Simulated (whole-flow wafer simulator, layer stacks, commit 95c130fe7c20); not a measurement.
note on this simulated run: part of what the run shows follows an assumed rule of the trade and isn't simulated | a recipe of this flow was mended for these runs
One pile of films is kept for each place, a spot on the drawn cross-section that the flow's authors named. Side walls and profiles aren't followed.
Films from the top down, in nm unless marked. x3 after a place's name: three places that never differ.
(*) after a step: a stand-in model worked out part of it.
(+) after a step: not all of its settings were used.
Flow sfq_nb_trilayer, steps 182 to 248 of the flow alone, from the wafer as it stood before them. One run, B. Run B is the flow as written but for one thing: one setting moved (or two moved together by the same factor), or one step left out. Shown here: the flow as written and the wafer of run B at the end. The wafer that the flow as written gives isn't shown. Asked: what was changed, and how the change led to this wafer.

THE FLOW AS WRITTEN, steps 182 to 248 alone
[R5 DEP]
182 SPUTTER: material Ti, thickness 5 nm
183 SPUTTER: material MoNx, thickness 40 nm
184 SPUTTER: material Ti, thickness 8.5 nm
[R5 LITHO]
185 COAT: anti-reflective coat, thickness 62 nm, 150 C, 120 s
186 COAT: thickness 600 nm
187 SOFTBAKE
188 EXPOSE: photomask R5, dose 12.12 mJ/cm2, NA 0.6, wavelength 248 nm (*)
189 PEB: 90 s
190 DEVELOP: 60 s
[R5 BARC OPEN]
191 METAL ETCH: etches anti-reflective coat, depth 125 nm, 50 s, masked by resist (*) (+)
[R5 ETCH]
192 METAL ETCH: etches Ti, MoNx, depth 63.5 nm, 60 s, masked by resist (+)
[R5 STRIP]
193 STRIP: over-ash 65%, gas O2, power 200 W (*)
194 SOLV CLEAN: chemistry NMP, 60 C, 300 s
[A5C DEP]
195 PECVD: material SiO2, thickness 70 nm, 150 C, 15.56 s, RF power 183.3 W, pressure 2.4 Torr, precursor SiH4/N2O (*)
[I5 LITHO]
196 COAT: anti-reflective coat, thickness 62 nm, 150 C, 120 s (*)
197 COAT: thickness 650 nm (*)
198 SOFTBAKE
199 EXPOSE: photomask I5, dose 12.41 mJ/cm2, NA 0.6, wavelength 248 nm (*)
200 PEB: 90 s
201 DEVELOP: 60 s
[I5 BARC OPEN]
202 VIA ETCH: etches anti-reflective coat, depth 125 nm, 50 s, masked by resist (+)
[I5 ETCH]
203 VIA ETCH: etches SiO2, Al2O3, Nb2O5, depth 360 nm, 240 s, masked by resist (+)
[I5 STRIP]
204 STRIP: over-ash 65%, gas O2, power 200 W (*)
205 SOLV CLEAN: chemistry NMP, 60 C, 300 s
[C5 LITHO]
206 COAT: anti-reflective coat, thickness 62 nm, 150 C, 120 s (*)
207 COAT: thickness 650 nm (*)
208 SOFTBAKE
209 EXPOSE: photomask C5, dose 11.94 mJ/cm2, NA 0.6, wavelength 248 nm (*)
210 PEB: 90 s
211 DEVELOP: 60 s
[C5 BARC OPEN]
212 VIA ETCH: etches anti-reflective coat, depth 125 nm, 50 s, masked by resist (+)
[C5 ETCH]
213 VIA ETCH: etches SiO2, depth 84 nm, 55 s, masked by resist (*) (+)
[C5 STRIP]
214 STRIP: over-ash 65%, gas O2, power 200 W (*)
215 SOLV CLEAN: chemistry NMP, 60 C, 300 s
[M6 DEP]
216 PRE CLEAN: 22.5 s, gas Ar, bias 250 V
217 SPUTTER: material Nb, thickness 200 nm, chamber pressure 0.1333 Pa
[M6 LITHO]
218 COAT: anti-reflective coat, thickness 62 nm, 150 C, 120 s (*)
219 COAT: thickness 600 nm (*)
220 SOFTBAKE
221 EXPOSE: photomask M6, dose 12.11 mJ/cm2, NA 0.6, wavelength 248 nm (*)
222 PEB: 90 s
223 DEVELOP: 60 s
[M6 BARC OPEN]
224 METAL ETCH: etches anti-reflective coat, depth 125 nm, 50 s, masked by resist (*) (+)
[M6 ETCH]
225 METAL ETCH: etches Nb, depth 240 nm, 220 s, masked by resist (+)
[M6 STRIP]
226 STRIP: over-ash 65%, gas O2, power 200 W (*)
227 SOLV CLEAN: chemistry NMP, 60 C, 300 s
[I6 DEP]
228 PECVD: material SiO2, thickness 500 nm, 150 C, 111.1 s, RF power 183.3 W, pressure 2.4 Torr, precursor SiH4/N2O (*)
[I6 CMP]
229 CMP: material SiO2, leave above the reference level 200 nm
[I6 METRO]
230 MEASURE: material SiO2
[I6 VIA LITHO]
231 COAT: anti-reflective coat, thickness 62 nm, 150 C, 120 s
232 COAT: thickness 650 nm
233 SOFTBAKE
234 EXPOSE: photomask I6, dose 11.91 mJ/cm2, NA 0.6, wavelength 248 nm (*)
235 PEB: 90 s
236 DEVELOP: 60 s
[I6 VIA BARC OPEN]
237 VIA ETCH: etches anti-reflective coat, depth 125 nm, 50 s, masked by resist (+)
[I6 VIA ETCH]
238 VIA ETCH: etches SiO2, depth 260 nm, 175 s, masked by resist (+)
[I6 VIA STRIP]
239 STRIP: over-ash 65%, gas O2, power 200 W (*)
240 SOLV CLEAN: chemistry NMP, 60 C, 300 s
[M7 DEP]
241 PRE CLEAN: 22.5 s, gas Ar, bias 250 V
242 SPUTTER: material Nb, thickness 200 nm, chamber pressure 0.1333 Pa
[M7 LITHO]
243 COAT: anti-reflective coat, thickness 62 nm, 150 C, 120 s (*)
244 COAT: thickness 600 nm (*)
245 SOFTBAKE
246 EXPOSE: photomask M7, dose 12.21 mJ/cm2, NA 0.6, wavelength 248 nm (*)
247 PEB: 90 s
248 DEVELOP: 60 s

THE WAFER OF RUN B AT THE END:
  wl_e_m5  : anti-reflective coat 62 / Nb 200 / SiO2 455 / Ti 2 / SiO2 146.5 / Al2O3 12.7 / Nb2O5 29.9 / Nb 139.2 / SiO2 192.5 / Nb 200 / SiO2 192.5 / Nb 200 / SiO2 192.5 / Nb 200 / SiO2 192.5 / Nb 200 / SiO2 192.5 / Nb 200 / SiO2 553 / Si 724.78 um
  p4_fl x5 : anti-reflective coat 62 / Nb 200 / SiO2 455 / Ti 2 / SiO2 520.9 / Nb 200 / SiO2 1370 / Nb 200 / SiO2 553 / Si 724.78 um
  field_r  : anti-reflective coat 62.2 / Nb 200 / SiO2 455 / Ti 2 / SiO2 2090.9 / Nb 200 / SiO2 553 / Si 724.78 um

The cause: step 183, SPUTTER: thickness 52 nm was run, where the flow has thickness 40 nm.

How the change led to this, step by step:
  183 SPUTTER: material MoNx, thickness 40 nm
      field_l, v_sur, via_wl and 103 more: MoNx +52 (new film) (as written it would be: MoNx +40 (new film))
  192 METAL ETCH: etches Ti, MoNx, depth 63.5 nm, 60 s, masked by resist (+)
      field_l, v_sur, via_wl and 92 more: Ti -8.5 (all of it), MoNx -52 (all of it), Ti -3 (as written it would be: Ti -8.5 (all of it), MoNx -40 (all of it), Ti -5 (all of it), SiO2 -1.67)
      ce_l, c5j, ce_r, wl_jj: Ti -8.5 (all of it), MoNx -52 (all of it), Ti -3 (as written it would be: Ti -8.5 (all of it), MoNx -40 (all of it), Ti -5 (all of it), Nb -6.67)
  195 PECVD: material SiO2, thickness 70 nm, 150 C, 15.56 s, RF power 183.3 W, pressure 2.4 Torr, precursor SiH4/N2O (*)
      field_l, v_sur, via_wl and 92 more: SiO2 +70 (new film) (as written it would be: SiO2 +70)
  196 COAT: anti-reflective coat, thickness 62 nm, 150 C, 120 s (*)
      r5r_line_l, r5r_line_c, r5r_line_r: anti-reflective coat +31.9 (new film) (as written it would be: anti-reflective coat +35.5 (new film))
      wl_j_sl, wl_j_sr: anti-reflective coat +62 (new film) (as written it would be: anti-reflective coat +60.5 (new film))
      (and at 9 more places)
  203 VIA ETCH: etches SiO2, Al2O3, Nb2O5, depth 360 nm, 240 s, masked by resist (+)
      be: SiO2 -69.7 (all of it), Ti -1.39 (as written it would be: SiO2 -214.5 (all of it), Al2O3 -12.7 (all of it), Nb2O5 -29.9 (all of it), Nb -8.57)
  204 STRIP: over-ash 65%, gas O2, power 200 W (*)
      r5r_line_l, r5r_line_c, r5r_line_r: KrF-resist-other-grade -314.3 (all of it), anti-reflective coat -31.9 (all of it) (as written it would be: KrF-resist-other-grade -314.5 (all of it), anti-reflective coat -35.5 (all of it))
      wl_j_sl, wl_j_sr: KrF-resist-other-grade -315.7 (all of it), anti-reflective coat -62 (all of it) (as written it would be: KrF-resist-other-grade -316.4 (all of it), anti-reflective coat -60.5 (all of it))
      (and at 9 more places)
  206 COAT: anti-reflective coat, thickness 62 nm, 150 C, 120 s (*)
      r5r_line_l, r5r_line_c, r5r_line_r: anti-reflective coat +31.9 (new film) (as written it would be: anti-reflective coat +35.5 (new film))
      wl_j_sl, wl_j_sr: anti-reflective coat +62 (new film) (as written it would be: anti-reflective coat +60.5 (new film))
      (and at 17 more places)
  207 COAT: thickness 650 nm (*)
      be: KrF-resist-other-grade +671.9 (new film) (as written it would be: KrF-resist-other-grade +815 (new film))
      gap: KrF-resist-other-grade +654.4 (new film) (as written it would be: KrF-resist-other-grade +641 (new film))
  212 VIA ETCH: etches anti-reflective coat, depth 125 nm, 50 s, masked by resist (+)
      c5j: anti-reflective coat -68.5 (all of it), SiO2 -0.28 (as written it would be: anti-reflective coat -73.7 (all of it), SiO2 -0.26)
  213 VIA ETCH: etches SiO2, depth 84 nm, 55 s, masked by resist (*) (+)
      c5j: SiO2 -69.7 (all of it), Ti -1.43 (as written it would be: SiO2 -69.7 (all of it), Nb -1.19)
  214 STRIP: over-ash 65%, gas O2, power 200 W (*)
      r5r_line_l, r5r_line_c, r5r_line_r: KrF-resist-other-grade -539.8 (all of it), anti-reflective coat -31.9 (all of it) (as written it would be: KrF-resist-other-grade -540 (all of it), anti-reflective coat -35.5 (all of it))
      wl_j_sl, wl_j_sr: KrF-resist-other-grade -541.2 (all of it), anti-reflective coat -62 (all of it) (as written it would be: KrF-resist-other-grade -541.9 (all of it), anti-reflective coat -60.5 (all of it))
      (and at 16 more places)
  216 PRE CLEAN: 22.5 s, gas Ar, bias 250 V
      be: Ti -0.61 (all of it), SiO2 -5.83 (as written it would be: Nb -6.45)
      c5j: Ti -0.57 (all of it), Nb -5.76 (as written it would be: Nb -6.45)
  217 SPUTTER: material Nb, thickness 200 nm, chamber pressure 0.1333 Pa
      be: Nb +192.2 (new film) (as written it would be: Nb +145.8)
  218 COAT: anti-reflective coat, thickness 62 nm, 150 C, 120 s (*)
      r5r_line_l, r5r_line_c, r5r_line_r: anti-reflective coat +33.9 (new film) (as written it would be: anti-reflective coat +37.1 (new film))
      wl_j_sl, wl_j_sr: anti-reflective coat +62 (new film) (as written it would be: anti-reflective coat +60.5 (new film))
      (and at 19 more places)
  219 COAT: thickness 600 nm (*)
      via_v: KrF-resist-other-grade +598 (new film) (as written it would be: KrF-resist-other-grade +584.1 (new film))
      be: KrF-resist-other-grade +620.1 (new film) (as written it would be: KrF-resist-other-grade +795.2 (new film))
      (and at 1 more place)
  223 DEVELOP: 60 s
      gap: KrF-resist-other-grade -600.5 (all of it) (as written it would be: KrF-resist-other-grade -584.6 (all of it))
  ... 3 more steps ...
  229 CMP: material SiO2, leave above the reference level 200 nm
      r5r_line_l, r5r_spacepad_l, r5r_spacepad_r, r5r_line_c, r5r_line_r: SiO2 -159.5 (as written it would be: SiO2 -151.2)
      be_r, r_sur, r_end: SiO2 -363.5 (as written it would be: SiO2 -355.2)
      (and at 3 more places)
Counting metal films that touch as one body, wl_e_m5 has 8 bodies (between them, from the top down: SiO2 455; SiO2 146.5 / Al2O3 12.7 / Nb2O5 29.9; SiO2 192.5; SiO2 192.5; SiO2 192.5; SiO2 192.5; SiO2 192.5); the flow as written gives 7 bodies (between them, from the top down: SiO2 599.8 / Al2O3 12.7 / Nb2O5 29.9; SiO2 192.5; SiO2 192.5; SiO2 192.5; SiO2 192.5; SiO2 192.5).
Counting metal films that touch as one body, p4_fl x5 has 4 bodies (between them, from the top down: SiO2 455; SiO2 520.9; SiO2 1370); the flow as written gives 3 bodies (between them, from the top down: SiO2 974.2; SiO2 1370).
Counting metal films that touch as one body, field_r has 3 bodies (between them, from the top down: SiO2 455; SiO2 2090.9); the flow as written gives 2 bodies (between them, from the top down: SiO2 2544.2).
